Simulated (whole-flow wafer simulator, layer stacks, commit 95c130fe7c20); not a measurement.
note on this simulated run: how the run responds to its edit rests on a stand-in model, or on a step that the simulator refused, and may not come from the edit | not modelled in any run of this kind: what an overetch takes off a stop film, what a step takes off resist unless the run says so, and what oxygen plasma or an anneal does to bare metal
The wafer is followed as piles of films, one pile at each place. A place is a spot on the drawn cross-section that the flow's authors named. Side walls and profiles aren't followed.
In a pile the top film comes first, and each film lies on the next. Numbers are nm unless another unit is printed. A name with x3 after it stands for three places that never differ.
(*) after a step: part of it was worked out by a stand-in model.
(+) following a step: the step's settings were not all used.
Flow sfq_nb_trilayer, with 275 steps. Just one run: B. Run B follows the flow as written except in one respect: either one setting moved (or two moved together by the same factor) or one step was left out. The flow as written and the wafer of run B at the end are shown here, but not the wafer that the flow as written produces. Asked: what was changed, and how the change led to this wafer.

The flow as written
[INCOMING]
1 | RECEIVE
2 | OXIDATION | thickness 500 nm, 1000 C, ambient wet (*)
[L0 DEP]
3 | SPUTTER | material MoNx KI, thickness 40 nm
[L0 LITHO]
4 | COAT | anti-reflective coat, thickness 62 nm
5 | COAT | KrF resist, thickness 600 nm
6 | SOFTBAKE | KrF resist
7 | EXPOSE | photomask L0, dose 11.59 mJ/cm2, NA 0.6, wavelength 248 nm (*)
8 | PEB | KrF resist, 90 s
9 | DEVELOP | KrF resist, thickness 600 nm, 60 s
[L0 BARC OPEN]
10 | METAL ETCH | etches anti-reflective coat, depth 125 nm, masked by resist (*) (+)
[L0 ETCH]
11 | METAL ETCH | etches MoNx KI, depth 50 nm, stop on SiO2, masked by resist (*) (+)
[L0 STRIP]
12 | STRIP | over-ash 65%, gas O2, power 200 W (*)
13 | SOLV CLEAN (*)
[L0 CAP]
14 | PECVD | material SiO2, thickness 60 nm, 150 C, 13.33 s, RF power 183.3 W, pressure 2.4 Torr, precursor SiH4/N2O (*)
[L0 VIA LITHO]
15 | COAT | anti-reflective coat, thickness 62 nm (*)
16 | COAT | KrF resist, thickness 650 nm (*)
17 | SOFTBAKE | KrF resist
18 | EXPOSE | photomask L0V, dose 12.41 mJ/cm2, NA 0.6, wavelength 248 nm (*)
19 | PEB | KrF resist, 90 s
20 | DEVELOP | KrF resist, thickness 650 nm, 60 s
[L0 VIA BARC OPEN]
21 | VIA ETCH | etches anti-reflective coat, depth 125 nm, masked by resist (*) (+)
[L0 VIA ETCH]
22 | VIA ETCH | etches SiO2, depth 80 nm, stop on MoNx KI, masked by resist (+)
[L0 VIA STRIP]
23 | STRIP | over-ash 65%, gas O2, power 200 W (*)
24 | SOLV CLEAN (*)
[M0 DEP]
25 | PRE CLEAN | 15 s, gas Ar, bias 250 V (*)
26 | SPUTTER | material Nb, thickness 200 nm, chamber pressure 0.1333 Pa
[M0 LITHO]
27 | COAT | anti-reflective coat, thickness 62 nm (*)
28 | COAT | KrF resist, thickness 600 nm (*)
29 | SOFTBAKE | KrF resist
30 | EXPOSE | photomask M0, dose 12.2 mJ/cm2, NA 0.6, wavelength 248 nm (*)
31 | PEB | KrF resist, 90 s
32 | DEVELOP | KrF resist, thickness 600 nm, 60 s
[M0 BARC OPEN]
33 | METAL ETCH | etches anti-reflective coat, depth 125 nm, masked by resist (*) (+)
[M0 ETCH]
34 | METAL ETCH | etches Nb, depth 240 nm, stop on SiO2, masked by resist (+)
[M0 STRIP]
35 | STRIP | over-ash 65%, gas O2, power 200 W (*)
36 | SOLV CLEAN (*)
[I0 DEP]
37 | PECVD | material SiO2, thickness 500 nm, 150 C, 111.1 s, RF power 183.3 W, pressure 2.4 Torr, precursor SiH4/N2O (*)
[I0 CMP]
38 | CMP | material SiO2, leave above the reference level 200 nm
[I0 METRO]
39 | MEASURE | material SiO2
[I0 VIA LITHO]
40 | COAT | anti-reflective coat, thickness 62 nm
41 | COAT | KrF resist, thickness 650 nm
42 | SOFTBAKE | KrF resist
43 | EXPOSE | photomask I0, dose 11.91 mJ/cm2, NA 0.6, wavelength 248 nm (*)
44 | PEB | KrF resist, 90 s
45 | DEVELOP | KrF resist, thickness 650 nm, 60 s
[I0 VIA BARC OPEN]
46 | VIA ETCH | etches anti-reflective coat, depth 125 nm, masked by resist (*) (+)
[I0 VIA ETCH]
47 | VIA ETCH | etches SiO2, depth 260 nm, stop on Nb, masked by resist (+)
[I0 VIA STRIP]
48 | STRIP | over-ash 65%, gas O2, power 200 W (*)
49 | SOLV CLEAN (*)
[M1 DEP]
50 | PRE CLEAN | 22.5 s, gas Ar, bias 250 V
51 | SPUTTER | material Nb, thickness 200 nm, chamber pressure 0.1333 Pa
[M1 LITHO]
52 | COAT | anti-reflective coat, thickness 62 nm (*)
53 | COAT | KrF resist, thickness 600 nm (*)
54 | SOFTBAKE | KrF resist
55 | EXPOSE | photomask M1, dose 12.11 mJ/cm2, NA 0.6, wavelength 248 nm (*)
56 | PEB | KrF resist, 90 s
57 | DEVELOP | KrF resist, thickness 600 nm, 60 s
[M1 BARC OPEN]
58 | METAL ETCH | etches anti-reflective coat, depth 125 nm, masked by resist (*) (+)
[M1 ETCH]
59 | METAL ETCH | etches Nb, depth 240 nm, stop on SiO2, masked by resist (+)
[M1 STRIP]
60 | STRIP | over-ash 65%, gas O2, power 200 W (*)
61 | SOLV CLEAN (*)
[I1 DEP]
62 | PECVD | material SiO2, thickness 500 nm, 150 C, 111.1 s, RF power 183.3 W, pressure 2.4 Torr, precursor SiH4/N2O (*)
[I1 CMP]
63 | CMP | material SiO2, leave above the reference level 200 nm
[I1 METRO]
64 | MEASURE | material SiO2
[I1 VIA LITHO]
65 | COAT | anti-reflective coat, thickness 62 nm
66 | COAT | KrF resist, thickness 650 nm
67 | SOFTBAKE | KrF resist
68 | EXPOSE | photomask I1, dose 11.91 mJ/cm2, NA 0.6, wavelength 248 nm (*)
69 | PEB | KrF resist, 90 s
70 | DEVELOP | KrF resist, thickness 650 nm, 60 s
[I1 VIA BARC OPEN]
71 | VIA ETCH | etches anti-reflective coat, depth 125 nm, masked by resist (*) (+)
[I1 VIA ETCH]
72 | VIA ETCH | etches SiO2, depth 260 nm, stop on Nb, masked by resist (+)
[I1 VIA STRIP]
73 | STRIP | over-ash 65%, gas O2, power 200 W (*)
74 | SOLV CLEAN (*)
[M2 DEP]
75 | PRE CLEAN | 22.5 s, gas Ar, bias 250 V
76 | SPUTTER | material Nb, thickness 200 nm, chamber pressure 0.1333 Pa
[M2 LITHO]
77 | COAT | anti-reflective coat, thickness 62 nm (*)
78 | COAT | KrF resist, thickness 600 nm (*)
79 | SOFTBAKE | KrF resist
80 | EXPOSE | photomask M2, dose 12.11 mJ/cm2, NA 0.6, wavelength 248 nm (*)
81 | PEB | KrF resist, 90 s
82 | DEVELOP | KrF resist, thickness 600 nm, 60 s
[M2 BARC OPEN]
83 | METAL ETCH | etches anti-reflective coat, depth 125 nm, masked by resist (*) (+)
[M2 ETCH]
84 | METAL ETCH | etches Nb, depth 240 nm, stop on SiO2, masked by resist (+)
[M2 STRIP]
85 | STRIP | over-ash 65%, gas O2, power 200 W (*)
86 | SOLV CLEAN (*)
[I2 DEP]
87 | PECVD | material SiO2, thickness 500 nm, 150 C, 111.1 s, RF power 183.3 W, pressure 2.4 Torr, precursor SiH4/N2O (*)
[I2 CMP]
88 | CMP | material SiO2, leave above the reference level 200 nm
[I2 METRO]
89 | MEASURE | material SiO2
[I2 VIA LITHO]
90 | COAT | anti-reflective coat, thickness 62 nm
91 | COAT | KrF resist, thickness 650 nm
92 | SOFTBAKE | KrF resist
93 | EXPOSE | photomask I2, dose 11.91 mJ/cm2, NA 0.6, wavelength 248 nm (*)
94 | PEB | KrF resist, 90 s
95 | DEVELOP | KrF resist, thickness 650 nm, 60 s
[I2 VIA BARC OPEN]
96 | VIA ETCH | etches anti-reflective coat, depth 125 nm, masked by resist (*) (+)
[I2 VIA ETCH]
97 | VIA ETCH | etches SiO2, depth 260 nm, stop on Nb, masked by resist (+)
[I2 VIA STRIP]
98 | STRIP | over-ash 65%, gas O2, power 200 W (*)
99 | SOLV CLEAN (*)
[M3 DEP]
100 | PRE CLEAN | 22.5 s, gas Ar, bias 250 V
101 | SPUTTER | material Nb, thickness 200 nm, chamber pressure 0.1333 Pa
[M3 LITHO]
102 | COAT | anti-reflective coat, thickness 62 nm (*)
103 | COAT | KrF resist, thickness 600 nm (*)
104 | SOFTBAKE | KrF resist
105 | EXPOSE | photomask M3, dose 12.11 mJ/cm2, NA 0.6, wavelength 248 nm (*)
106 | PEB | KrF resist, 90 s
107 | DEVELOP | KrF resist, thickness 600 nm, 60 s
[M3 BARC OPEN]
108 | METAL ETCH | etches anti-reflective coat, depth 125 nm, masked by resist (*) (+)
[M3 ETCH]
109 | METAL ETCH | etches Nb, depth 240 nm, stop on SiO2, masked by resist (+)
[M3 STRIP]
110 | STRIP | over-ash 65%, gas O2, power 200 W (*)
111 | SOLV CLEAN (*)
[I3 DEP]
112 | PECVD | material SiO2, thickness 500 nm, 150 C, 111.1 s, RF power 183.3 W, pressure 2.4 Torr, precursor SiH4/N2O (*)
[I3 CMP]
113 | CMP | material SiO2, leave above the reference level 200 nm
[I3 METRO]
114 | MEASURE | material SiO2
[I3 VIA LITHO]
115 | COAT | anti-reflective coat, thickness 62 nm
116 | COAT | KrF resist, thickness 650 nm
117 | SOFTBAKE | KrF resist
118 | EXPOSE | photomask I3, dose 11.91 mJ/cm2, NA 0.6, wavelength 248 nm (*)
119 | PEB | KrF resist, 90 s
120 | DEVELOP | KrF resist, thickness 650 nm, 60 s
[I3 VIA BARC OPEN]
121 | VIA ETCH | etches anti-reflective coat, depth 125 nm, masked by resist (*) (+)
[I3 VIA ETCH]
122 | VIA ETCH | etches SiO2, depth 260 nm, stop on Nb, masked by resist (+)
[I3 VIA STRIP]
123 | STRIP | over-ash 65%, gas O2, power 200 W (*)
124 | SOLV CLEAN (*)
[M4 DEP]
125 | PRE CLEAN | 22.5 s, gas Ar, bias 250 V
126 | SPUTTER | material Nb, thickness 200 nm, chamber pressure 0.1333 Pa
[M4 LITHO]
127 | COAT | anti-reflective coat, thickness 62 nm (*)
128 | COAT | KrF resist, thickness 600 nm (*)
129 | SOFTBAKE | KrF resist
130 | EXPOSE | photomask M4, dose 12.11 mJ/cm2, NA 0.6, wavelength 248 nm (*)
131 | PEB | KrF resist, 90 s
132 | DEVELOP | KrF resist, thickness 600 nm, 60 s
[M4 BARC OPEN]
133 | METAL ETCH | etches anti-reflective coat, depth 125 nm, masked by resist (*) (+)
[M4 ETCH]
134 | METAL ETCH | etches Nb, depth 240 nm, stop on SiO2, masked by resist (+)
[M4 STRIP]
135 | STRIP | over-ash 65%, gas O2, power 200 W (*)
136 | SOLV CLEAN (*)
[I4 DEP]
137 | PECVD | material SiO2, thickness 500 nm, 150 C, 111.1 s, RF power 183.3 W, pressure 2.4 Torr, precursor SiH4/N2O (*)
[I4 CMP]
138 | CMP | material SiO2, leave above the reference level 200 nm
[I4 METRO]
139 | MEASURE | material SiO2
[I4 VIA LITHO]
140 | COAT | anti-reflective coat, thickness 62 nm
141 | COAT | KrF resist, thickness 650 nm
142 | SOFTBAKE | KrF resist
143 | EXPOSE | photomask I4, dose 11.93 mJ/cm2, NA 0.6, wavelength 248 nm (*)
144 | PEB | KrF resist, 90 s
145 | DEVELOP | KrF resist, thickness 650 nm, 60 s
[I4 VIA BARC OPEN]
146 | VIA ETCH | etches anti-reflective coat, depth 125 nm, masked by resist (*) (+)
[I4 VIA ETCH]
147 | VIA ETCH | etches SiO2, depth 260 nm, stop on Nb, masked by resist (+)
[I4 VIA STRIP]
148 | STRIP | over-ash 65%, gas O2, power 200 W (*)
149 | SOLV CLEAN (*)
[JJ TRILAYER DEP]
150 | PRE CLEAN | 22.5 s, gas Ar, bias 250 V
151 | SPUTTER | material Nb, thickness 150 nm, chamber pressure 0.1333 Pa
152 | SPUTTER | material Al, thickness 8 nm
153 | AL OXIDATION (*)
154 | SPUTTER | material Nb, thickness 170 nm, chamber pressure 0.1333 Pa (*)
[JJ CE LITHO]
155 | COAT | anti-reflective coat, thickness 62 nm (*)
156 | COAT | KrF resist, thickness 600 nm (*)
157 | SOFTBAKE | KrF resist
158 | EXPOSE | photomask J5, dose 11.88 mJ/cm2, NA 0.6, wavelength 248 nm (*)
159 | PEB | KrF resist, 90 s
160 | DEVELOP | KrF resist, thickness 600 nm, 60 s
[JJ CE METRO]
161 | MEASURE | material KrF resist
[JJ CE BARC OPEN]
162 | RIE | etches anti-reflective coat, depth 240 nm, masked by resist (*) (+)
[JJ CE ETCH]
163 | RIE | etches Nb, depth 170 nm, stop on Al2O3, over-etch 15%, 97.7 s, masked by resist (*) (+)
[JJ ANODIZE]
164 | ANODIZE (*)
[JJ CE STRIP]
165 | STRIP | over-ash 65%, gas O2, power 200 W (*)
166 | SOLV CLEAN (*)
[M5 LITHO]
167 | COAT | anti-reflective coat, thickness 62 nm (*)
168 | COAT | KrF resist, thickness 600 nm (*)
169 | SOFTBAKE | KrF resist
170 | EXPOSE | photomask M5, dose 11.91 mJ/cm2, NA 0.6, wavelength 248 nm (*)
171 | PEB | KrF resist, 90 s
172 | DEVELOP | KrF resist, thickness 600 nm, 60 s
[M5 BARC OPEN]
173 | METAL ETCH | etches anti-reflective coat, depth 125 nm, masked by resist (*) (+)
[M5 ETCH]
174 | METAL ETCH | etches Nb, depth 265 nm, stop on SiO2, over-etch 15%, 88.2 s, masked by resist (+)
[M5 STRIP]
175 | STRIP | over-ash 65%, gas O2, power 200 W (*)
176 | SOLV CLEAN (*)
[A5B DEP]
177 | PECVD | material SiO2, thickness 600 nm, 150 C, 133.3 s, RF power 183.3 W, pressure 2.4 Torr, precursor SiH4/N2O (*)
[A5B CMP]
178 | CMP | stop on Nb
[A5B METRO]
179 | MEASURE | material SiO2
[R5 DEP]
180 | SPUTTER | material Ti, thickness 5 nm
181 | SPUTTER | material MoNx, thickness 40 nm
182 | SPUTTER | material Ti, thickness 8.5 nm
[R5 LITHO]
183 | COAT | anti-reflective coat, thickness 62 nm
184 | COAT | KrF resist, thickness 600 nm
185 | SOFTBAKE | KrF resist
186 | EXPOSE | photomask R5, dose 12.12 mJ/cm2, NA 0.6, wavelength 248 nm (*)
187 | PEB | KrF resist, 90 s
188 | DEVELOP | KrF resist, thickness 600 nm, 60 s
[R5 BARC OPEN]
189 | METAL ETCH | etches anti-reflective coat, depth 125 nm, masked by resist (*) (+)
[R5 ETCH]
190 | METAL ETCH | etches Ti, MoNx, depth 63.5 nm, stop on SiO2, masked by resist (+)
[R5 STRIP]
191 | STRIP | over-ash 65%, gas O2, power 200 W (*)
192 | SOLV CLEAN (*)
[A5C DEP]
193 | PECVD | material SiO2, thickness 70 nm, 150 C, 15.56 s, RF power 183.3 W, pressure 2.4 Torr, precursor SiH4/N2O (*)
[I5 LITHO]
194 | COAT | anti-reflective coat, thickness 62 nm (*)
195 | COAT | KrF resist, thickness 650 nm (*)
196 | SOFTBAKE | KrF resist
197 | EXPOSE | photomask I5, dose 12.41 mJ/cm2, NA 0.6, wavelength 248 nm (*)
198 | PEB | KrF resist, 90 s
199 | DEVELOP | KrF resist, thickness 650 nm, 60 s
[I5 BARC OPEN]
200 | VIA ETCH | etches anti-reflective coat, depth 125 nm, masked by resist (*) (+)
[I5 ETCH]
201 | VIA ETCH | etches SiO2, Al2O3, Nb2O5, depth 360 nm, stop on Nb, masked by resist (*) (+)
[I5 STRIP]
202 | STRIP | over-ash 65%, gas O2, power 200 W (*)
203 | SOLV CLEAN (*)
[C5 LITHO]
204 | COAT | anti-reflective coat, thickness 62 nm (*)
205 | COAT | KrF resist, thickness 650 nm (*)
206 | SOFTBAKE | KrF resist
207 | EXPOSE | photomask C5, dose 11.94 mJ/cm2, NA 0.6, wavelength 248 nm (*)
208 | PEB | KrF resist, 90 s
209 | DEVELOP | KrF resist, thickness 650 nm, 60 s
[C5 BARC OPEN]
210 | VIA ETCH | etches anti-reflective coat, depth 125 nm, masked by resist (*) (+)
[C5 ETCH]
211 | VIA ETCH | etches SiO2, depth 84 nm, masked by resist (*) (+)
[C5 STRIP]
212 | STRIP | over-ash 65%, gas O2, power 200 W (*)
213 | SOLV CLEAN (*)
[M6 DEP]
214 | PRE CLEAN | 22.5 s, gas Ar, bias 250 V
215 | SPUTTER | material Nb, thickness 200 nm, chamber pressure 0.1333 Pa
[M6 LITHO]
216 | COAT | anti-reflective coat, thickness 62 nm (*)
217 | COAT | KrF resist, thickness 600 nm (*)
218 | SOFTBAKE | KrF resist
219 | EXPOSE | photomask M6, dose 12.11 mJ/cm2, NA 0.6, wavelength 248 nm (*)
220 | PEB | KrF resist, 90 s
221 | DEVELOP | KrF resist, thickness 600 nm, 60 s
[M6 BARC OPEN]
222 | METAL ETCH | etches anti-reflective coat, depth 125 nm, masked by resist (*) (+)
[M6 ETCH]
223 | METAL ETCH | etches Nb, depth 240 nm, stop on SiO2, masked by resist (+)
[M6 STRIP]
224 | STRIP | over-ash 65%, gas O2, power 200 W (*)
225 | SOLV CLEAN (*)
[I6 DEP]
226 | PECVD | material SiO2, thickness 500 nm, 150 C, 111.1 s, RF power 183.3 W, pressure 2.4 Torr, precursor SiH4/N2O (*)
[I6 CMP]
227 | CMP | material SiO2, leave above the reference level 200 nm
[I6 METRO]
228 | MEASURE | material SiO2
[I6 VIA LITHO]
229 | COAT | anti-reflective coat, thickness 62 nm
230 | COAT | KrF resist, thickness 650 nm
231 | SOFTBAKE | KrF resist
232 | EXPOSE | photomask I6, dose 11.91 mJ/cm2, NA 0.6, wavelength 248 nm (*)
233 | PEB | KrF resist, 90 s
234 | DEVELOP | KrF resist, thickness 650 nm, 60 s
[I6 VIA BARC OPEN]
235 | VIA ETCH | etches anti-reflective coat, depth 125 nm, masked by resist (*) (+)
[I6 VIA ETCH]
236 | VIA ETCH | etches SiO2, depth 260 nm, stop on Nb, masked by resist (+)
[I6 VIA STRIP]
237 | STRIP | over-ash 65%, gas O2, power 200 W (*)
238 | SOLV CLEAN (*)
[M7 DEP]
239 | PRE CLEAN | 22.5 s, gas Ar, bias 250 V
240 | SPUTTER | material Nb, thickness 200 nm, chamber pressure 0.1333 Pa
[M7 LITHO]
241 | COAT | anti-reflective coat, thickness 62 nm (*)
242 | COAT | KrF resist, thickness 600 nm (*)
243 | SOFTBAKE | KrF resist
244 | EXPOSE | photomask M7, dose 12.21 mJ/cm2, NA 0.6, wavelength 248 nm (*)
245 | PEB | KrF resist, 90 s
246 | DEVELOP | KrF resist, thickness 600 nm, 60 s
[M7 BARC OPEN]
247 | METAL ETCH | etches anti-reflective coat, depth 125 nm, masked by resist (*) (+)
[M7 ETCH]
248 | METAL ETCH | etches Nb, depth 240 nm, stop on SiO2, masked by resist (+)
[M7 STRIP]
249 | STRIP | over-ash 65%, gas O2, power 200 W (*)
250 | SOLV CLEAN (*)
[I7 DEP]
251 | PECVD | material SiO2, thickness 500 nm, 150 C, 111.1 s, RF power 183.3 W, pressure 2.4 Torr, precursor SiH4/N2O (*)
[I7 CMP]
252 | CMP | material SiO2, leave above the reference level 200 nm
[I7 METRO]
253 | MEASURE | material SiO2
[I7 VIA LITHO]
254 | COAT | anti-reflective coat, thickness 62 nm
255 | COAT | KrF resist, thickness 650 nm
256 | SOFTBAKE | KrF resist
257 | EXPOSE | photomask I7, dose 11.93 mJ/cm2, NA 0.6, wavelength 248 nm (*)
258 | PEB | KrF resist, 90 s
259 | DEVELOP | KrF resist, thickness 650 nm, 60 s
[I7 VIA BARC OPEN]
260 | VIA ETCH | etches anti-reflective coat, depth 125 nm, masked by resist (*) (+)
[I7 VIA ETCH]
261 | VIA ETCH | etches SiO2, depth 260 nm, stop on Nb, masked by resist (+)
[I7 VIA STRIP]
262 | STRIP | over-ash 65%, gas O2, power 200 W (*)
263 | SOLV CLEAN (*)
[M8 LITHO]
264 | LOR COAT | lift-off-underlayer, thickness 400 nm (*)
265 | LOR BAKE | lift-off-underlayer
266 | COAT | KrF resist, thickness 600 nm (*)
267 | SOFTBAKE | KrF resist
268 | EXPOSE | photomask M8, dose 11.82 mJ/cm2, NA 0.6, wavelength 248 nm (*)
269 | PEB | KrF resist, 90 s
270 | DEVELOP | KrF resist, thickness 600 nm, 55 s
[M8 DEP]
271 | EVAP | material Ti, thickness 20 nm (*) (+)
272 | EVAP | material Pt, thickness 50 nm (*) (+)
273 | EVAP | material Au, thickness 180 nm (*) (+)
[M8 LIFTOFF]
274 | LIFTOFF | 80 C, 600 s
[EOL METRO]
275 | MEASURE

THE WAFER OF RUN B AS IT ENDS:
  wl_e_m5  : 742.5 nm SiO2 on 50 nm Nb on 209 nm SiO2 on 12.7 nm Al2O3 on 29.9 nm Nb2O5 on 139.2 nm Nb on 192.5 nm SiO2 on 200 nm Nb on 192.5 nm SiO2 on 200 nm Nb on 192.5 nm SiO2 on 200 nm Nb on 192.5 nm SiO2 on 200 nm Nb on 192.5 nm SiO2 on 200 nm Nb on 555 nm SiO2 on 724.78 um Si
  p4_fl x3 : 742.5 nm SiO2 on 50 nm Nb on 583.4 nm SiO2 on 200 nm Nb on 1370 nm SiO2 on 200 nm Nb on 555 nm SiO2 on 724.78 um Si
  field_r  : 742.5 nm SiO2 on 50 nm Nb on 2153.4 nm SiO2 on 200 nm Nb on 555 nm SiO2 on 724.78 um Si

The reason: step 223, METAL ETCH: depth 150 nm was run, whereas the flow has depth 240 nm.

Step by step, how the change led to this:
  223 | METAL ETCH | etches Nb, depth 240 nm, stop on SiO2, masked by resist (+)
      field_l, gap, moat and 76 more: Nb loses 150 (it would be, as written: Nb loses 200 (all of it))
      v_sur, via_wl, via_w and 24 more: KrF resist loses 88.2 (it would be, as written: KrF resist loses 141.2)
  224 | STRIP | over-ash 65%, gas O2, power 200 W (*)
      wl_j_sl, wl_j_sr: KrF resist loses 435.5 (all of it), anti-reflective coat loses 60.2 (all of it) (it would be, as written: KrF resist loses 382.5 (all of it), anti-reflective coat loses 60.2 (all of it))
      wl_c_m6, wl_f_m6: KrF resist loses 435.2 (all of it), anti-reflective coat loses 62 (all of it) (it would be, as written: KrF resist loses 382.3 (all of it), anti-reflective coat loses 62 (all of it))
      (as well as at 23 more places)
  226 | PECVD | material SiO2, thickness 500 nm, 150 C, 111.1 s, RF power 183.3 W, pressure 2.4 Torr, precursor SiH4/N2O (*)
      field_l, p4_fl x3, p4_w1 x9 and 52 more: SiO2 gains 500 (new film) (it would be, as written: SiO2 gains 500)
      moat, field_r, lsp_l, ln_m5, lsp_m: SiO2 gains 500 (new film) (it would be, as written: SiO2 gains 493.6)
      (as well as at 9 more places)
  227 | CMP | material SiO2, leave above the reference level 200 nm
      field_l, p4_fl x3, p4_w1 x9 and 49 more: SiO2 loses 150 (it would be, as written: SiO2 loses 100)
      moat, field_r, lsp_l, ln_m5, lsp_m: SiO2 loses 150 (it would be, as written: SiO2 loses 93.6)
      (as well as at 8 more places)
If metal films that touch count as one body, wl_e_m5 has 7 bodies (between them, from the top down: SiO2 209 / Al2O3 12.7 / Nb2O5 29.9; SiO2 192.5; SiO2 192.5; SiO2 192.5; SiO2 192.5; SiO2 192.5); the flow as written gives 6 bodies (between them, from the top down: SiO2 192.5; SiO2 192.5; SiO2 192.5; SiO2 192.5; SiO2 192.5).
If metal films that touch count as one body, p4_fl x3 has 3 bodies (between them, from the top down: SiO2 583.4; SiO2 1370); the flow as written gives 2 bodies (between them, from the top down: SiO2 1370).
If metal films that touch count as one body, field_r has 2 bodies (between them, from the top down: SiO2 2153.4); the flow as written gives 1 body.
